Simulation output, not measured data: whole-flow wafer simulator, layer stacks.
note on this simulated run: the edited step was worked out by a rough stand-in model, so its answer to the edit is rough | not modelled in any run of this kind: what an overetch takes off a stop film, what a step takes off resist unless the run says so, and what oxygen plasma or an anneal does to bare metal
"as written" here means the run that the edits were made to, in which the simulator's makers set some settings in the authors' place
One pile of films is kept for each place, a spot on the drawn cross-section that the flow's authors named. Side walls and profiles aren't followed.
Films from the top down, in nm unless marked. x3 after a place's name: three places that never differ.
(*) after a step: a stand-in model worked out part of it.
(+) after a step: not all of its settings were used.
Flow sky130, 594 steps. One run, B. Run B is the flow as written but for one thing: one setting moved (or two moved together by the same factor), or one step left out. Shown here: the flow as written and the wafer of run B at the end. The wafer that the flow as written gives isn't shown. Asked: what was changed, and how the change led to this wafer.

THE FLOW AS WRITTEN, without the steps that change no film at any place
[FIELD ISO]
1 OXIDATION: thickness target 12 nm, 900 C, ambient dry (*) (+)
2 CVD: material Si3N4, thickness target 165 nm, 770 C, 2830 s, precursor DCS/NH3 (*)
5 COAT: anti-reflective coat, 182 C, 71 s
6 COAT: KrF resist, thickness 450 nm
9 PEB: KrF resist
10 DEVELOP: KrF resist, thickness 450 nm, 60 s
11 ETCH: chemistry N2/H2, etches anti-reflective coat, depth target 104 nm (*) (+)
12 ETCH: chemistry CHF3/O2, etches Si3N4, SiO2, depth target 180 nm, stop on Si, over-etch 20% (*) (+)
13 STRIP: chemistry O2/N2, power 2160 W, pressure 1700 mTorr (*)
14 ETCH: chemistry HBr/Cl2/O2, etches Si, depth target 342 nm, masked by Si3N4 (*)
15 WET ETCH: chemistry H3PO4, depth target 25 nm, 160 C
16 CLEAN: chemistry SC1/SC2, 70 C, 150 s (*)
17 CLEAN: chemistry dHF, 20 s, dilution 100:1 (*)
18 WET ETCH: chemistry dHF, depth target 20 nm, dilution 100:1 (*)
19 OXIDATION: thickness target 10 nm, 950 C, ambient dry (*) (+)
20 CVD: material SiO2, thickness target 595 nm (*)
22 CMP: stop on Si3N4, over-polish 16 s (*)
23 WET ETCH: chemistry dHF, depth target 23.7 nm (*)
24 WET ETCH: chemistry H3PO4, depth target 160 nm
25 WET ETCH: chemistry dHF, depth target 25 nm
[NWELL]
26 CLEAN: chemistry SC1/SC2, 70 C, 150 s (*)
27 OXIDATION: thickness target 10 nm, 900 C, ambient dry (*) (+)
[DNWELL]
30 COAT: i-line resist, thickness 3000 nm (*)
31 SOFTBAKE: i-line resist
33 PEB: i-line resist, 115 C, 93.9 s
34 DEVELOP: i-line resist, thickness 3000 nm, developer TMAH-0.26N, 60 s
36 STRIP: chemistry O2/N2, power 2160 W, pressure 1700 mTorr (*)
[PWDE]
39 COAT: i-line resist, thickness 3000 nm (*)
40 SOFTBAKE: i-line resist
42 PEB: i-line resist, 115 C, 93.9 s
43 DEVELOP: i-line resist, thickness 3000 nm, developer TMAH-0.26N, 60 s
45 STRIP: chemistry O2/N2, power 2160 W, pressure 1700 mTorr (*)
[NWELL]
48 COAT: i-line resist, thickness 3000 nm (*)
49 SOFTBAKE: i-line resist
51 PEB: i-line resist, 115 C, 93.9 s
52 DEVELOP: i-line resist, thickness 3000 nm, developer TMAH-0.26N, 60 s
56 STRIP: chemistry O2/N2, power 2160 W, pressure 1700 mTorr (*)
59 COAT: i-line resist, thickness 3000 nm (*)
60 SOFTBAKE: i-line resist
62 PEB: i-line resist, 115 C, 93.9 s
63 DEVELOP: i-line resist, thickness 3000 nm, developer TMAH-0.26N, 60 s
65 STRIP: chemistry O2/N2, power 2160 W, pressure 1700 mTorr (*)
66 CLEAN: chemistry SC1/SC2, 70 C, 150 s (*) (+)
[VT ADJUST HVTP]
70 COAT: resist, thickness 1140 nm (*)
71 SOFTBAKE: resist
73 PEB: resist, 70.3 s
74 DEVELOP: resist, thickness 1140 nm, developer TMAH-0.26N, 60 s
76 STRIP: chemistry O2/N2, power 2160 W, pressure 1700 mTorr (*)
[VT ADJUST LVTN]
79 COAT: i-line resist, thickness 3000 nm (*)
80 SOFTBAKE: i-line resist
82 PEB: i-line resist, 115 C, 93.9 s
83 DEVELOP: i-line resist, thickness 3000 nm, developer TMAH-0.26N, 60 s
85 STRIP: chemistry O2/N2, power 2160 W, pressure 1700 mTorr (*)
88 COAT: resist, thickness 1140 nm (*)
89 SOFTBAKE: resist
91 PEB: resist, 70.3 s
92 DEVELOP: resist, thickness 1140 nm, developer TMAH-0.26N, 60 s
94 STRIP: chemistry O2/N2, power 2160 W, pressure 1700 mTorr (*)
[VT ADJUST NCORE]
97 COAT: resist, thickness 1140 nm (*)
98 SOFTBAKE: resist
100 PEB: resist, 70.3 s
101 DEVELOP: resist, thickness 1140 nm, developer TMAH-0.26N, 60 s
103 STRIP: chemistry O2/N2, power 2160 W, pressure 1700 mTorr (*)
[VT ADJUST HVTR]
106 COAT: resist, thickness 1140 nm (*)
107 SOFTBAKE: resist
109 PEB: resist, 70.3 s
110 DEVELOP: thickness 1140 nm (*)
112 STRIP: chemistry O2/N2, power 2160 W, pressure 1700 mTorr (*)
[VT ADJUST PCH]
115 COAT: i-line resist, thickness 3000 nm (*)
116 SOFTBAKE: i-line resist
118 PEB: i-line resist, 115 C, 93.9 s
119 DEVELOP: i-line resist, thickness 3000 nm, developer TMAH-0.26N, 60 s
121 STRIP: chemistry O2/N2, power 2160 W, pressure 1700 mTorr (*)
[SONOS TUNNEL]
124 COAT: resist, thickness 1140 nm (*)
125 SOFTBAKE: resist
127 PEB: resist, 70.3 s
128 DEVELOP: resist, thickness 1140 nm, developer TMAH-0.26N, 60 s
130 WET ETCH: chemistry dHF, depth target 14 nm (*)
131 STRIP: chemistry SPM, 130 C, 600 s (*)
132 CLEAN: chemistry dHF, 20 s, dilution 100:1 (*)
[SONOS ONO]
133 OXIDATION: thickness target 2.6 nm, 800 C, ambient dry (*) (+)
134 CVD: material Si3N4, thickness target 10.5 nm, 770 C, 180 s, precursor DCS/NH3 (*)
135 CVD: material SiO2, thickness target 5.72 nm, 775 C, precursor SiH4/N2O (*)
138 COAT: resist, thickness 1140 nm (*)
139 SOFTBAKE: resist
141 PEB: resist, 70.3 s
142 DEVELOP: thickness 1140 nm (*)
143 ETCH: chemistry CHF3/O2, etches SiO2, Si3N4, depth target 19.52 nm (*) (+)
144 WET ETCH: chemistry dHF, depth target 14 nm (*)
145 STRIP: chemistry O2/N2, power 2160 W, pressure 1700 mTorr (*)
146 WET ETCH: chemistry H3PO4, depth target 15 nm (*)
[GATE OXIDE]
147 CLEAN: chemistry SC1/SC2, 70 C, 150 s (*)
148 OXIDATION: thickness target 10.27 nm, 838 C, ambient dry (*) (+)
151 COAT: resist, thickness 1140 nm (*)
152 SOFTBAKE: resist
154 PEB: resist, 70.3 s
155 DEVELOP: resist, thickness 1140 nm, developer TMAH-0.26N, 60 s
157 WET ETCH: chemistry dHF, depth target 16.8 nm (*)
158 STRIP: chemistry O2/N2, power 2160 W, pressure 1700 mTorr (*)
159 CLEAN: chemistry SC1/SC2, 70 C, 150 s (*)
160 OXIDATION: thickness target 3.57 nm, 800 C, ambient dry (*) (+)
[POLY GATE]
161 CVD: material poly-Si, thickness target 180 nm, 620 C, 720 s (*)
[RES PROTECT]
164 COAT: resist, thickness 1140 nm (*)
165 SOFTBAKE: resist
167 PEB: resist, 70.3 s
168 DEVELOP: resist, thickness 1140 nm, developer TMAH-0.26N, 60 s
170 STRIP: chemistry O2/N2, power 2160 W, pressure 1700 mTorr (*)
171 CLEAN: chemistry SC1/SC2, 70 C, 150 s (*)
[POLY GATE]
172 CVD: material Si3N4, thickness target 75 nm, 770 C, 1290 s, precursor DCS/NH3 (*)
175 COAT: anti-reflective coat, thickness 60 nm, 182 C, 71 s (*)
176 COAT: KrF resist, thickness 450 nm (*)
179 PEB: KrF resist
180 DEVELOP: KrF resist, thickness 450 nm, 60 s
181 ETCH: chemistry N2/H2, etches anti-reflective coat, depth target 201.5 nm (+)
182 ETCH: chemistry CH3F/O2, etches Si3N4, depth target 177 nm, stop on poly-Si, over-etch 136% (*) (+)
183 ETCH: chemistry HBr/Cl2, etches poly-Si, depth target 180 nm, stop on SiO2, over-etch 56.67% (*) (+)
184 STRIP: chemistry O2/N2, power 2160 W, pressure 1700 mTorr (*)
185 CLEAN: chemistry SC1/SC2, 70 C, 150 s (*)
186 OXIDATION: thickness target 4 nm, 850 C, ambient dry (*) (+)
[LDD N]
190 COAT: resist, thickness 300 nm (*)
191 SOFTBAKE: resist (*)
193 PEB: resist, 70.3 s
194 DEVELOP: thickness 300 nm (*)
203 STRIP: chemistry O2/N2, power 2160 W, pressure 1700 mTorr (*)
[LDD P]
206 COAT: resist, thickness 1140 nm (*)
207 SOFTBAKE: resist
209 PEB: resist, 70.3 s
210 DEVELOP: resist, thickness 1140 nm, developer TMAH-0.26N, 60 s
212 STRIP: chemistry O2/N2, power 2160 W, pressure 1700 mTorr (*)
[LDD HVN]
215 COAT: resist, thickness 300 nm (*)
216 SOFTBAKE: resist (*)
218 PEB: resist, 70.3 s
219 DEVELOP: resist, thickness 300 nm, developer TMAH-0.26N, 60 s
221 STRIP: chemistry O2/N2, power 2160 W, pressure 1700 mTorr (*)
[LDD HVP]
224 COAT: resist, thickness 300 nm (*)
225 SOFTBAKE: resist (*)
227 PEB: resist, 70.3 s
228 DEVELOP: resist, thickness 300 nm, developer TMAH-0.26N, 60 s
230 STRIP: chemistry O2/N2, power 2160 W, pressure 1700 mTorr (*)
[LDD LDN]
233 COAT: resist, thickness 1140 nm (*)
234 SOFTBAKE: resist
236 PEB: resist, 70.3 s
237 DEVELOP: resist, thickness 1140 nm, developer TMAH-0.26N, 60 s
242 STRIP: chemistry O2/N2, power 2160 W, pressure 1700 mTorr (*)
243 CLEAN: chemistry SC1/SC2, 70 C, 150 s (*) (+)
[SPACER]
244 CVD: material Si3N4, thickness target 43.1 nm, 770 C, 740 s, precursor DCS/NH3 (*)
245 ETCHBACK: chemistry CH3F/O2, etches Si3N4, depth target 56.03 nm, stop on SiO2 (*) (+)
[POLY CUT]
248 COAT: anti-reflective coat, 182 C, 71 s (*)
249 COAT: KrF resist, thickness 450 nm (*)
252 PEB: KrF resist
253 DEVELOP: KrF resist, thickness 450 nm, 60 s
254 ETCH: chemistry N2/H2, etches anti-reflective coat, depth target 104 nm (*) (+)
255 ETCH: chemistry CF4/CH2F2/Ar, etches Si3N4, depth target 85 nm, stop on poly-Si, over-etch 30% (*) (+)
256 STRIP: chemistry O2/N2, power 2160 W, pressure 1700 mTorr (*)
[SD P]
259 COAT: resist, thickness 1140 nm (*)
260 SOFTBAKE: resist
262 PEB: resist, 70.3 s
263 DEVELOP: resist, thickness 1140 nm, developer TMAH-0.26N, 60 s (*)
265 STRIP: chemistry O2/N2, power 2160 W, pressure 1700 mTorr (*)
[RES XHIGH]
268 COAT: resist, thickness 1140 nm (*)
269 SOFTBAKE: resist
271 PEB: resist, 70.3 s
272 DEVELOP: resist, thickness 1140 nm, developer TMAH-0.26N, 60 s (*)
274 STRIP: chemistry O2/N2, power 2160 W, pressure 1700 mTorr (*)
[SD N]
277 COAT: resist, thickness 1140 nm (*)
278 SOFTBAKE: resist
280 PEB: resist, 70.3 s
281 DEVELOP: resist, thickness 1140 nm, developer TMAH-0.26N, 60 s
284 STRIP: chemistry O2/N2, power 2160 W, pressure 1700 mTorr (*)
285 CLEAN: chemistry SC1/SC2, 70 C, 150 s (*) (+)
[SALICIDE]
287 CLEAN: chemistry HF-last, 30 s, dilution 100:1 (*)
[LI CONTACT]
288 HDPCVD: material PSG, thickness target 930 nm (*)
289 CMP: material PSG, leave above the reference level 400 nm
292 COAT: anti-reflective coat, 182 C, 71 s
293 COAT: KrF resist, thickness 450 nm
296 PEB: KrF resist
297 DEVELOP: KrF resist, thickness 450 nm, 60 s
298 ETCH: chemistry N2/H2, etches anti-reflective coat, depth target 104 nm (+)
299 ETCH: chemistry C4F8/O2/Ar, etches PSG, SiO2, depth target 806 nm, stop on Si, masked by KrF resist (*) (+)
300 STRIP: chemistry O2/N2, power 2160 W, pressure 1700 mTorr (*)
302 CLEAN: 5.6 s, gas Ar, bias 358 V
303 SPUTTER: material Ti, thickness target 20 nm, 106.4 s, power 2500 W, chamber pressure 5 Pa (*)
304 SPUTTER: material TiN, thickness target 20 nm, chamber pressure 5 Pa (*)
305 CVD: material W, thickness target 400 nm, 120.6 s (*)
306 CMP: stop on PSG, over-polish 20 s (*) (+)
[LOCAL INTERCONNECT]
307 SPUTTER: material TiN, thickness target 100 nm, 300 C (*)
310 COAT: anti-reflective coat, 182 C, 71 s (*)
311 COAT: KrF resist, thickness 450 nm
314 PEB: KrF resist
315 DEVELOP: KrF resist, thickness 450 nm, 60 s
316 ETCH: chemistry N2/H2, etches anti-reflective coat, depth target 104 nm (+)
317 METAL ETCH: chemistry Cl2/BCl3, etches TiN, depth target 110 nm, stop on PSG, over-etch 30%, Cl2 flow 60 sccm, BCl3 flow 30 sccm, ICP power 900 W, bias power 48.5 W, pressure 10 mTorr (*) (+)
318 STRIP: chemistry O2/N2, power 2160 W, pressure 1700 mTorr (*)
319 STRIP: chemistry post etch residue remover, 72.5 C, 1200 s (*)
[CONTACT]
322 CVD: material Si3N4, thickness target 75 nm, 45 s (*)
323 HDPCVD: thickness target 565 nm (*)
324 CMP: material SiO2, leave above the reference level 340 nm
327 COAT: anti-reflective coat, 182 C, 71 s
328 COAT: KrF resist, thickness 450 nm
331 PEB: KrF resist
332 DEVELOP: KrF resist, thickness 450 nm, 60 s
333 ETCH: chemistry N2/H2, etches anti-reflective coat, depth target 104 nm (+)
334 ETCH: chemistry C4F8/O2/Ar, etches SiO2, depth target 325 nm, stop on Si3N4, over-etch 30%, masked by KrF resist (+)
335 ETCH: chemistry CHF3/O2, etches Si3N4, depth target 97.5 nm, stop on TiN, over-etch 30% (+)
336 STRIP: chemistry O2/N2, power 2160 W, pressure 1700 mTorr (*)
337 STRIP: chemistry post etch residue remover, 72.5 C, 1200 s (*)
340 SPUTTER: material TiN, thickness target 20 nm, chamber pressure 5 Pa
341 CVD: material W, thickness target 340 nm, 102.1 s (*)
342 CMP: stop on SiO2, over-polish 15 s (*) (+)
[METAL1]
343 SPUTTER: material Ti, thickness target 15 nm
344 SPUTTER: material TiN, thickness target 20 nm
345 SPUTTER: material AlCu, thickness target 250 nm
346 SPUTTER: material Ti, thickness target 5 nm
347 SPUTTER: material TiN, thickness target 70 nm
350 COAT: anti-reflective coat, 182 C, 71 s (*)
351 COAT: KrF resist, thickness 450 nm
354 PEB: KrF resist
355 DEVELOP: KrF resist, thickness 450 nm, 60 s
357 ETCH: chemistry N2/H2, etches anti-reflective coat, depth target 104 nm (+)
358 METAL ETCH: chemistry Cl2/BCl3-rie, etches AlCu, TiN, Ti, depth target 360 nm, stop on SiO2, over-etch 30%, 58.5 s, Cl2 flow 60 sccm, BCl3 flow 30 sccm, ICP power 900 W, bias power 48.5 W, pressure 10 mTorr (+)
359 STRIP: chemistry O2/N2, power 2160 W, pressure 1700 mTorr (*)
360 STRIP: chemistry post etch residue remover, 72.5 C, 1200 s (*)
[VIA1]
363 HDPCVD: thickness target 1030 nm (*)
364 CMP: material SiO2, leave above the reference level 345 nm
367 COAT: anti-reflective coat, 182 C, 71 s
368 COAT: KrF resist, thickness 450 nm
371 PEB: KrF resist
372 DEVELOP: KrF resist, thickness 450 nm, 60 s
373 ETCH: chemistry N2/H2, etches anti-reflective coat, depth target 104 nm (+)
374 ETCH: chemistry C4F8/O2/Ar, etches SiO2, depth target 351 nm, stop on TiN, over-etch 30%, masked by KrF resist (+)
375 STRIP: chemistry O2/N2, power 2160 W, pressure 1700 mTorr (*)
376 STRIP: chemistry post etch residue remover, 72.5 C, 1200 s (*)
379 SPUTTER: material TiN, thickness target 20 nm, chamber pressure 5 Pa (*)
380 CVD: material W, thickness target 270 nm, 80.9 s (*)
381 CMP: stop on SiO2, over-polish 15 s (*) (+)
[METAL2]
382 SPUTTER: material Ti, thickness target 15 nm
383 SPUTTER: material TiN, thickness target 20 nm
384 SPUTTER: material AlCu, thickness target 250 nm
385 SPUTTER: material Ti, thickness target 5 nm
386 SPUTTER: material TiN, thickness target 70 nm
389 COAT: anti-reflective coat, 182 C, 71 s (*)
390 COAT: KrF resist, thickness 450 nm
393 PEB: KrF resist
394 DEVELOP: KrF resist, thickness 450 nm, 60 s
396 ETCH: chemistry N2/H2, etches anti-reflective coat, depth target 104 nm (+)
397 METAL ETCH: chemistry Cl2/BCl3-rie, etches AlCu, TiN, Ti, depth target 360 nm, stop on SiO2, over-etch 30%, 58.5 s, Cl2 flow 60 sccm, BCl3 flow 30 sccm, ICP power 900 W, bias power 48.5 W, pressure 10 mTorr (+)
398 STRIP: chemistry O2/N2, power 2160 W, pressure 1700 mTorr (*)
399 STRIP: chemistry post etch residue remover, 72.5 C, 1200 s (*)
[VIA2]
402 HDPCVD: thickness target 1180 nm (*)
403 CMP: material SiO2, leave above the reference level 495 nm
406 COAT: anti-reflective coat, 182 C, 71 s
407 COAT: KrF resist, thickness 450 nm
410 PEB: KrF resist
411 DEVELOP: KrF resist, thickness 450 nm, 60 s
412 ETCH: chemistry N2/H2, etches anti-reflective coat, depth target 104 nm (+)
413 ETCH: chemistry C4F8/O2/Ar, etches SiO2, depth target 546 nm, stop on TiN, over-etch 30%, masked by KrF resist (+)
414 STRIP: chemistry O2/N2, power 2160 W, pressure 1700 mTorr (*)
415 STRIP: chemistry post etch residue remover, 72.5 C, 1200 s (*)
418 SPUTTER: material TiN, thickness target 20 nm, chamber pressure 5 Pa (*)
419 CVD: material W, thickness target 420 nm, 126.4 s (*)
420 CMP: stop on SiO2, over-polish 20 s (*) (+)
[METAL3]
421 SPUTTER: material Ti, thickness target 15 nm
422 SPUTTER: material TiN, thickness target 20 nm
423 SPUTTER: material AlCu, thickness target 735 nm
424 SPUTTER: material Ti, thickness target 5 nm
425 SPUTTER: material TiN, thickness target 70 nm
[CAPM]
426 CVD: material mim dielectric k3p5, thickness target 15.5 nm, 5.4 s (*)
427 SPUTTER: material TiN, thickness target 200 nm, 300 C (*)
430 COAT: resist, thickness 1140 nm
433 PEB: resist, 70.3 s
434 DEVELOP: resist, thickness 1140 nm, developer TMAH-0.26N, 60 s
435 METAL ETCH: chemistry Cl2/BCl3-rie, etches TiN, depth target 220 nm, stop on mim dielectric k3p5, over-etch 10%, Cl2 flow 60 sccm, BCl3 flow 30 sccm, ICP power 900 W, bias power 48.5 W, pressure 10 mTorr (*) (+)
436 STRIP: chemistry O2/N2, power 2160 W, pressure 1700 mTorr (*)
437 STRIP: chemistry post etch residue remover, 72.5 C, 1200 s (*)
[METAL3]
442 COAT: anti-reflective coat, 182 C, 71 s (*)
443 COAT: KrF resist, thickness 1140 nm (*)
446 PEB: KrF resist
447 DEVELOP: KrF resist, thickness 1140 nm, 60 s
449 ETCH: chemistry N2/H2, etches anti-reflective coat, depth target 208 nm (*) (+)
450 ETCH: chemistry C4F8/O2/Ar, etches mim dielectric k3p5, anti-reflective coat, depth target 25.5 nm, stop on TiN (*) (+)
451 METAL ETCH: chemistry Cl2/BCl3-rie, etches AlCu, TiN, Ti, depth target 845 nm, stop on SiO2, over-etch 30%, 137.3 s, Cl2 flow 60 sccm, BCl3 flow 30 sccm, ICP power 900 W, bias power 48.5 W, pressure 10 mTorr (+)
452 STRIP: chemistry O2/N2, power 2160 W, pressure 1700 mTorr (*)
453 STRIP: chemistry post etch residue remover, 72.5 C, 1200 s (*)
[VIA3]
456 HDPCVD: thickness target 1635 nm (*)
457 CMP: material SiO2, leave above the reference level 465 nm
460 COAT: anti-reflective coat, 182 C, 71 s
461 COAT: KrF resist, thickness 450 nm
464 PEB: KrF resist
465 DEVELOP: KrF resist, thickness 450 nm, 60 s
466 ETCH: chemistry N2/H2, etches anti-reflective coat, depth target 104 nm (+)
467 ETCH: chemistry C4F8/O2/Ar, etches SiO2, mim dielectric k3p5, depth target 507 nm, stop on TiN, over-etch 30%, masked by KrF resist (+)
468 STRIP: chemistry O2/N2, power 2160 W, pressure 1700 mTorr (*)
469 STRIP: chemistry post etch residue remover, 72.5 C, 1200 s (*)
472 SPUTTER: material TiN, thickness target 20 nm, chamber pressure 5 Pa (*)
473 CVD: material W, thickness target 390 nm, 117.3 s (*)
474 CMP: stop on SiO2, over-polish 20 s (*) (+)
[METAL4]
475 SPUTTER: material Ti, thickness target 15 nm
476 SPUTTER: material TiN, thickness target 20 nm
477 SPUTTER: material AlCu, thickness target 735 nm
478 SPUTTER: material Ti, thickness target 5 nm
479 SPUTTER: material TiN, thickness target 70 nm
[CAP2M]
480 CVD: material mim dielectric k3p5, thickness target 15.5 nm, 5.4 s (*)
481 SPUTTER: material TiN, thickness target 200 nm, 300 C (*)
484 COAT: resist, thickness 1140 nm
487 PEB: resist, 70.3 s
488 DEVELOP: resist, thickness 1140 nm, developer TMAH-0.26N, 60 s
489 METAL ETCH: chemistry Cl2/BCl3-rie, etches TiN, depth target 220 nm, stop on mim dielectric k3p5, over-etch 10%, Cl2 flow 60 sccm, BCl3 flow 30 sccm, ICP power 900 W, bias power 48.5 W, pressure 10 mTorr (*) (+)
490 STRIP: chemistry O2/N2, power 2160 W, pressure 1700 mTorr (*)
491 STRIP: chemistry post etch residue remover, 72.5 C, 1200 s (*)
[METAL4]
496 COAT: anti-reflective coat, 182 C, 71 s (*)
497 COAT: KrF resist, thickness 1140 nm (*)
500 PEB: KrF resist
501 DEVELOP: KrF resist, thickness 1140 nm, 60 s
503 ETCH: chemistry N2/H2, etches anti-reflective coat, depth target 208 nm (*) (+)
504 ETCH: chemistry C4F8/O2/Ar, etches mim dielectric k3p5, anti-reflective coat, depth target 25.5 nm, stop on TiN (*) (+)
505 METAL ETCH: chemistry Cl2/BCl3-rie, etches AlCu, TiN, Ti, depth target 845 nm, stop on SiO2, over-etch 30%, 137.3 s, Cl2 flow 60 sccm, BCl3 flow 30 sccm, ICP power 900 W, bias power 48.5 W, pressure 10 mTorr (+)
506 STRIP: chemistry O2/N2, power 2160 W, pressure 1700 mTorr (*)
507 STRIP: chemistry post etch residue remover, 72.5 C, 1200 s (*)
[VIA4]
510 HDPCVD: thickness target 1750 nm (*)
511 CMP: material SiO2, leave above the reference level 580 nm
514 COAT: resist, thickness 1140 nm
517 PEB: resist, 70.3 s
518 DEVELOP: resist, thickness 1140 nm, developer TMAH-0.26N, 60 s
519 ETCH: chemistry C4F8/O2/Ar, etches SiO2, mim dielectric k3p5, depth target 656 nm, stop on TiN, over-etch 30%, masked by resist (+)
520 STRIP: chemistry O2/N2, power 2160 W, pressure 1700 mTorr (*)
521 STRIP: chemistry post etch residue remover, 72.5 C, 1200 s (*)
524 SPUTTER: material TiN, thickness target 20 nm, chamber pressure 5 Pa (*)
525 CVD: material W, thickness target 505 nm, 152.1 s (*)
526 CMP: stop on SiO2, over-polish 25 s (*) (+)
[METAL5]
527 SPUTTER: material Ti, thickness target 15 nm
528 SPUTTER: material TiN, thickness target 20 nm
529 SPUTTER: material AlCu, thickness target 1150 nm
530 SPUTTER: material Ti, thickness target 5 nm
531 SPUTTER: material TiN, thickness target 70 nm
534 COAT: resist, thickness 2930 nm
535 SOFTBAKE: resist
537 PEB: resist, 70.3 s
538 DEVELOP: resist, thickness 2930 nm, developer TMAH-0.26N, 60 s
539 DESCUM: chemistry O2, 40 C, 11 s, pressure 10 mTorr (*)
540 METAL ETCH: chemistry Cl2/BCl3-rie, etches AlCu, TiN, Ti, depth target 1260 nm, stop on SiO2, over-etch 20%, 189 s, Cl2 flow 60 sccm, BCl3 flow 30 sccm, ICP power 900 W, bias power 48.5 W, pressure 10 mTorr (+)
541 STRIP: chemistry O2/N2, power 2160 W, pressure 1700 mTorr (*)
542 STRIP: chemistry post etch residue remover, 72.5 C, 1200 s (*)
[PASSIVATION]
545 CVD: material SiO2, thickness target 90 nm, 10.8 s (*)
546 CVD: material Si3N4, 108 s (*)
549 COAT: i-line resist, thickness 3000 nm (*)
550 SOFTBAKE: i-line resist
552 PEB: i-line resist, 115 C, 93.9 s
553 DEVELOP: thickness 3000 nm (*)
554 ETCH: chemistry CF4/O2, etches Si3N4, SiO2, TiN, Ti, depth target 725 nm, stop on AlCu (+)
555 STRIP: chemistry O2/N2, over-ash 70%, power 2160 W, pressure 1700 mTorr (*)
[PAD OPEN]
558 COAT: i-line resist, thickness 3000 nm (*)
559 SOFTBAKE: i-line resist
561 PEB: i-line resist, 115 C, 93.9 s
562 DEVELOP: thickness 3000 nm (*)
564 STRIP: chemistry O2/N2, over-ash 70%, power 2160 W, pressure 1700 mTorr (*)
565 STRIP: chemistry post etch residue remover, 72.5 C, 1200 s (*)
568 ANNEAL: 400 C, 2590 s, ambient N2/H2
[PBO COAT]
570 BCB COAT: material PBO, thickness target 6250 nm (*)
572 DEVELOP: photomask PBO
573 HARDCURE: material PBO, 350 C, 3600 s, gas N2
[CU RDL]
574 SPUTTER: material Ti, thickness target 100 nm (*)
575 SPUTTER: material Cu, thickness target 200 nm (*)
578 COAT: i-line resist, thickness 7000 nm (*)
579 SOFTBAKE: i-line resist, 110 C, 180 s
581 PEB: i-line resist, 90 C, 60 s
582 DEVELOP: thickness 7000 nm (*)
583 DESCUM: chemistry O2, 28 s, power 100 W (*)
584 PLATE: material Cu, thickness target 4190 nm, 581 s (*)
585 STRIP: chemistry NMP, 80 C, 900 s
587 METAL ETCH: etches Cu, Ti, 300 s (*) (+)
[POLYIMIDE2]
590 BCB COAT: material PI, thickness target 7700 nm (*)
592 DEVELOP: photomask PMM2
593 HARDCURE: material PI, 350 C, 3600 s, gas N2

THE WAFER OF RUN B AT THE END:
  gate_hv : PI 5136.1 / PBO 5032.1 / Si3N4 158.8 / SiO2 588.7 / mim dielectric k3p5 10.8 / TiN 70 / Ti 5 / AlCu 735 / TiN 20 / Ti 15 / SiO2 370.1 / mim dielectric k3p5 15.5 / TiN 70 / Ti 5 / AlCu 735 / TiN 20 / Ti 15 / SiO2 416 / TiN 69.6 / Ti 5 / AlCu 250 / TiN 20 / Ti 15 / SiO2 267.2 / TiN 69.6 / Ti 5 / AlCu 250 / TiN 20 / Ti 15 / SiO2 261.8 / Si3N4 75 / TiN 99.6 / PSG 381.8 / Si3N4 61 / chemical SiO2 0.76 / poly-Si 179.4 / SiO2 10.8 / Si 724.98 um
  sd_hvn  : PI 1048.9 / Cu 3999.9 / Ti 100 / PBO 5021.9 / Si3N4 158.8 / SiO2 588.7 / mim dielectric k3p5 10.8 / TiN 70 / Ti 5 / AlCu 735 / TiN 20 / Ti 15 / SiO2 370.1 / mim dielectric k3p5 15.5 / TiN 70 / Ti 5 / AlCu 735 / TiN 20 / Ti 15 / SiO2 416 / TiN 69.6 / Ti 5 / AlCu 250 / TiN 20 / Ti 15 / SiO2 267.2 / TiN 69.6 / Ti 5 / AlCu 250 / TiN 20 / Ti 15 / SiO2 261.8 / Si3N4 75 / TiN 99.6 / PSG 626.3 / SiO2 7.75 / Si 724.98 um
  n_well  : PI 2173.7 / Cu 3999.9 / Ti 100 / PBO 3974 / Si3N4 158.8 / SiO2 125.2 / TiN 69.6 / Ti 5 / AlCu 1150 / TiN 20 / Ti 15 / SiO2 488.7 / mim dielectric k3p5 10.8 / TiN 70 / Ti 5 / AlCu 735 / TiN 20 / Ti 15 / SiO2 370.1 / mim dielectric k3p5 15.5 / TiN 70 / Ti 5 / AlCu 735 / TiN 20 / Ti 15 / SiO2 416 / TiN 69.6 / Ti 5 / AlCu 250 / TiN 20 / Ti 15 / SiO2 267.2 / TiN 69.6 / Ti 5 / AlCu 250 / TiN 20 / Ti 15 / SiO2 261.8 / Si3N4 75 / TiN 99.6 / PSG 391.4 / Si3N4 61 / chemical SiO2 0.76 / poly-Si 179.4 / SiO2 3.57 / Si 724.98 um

The cause: step 480, CVD: thickness target 10.8 nm was run, where the flow has thickness target 15.5 nm; step 480, CVD: 3.78 s was run, where the flow has 5.4 s.
It can be read off the wafer: gate_hv has mim dielectric k3p5 10.8, and step 480 as written asks for 15.5 nm.

How the change led to this, step by step:
  480 CVD: material mim dielectric k3p5, thickness target 15.5 nm, 5.4 s (*)
      field, active, n_well and 189 more: mim dielectric k3p5 +10.8 (new film) (as written it would be: mim dielectric k3p5 +15.5 (new film))
  504 ETCH: chemistry C4F8/O2/Ar, etches mim dielectric k3p5, anti-reflective coat, depth target 25.5 nm, stop on TiN (*) (+)
      n_well, p_well, gate_hv and 102 more: KrF resist -10.8 (as written it would be: KrF resist -15.5)
      field, active, gate and 85 more: mim dielectric k3p5 -10.8 (all of it) (as written it would be: mim dielectric k3p5 -15.5 (all of it))
  519 ETCH: chemistry C4F8/O2/Ar, etches SiO2, mim dielectric k3p5, depth target 656 nm, stop on TiN, over-etch 30%, masked by resist (+)
      m1: SiO2 -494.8 (all of it), mim dielectric k3p5 -10.8 (all of it) (as written it would be: SiO2 -490.1 (all of it), mim dielectric k3p5 -15.5 (all of it))
      via4_hole: SiO2 -494.2 (all of it), mim dielectric k3p5 -10.8 (all of it) (as written it would be: SiO2 -489.5 (all of it), mim dielectric k3p5 -15.5 (all of it))
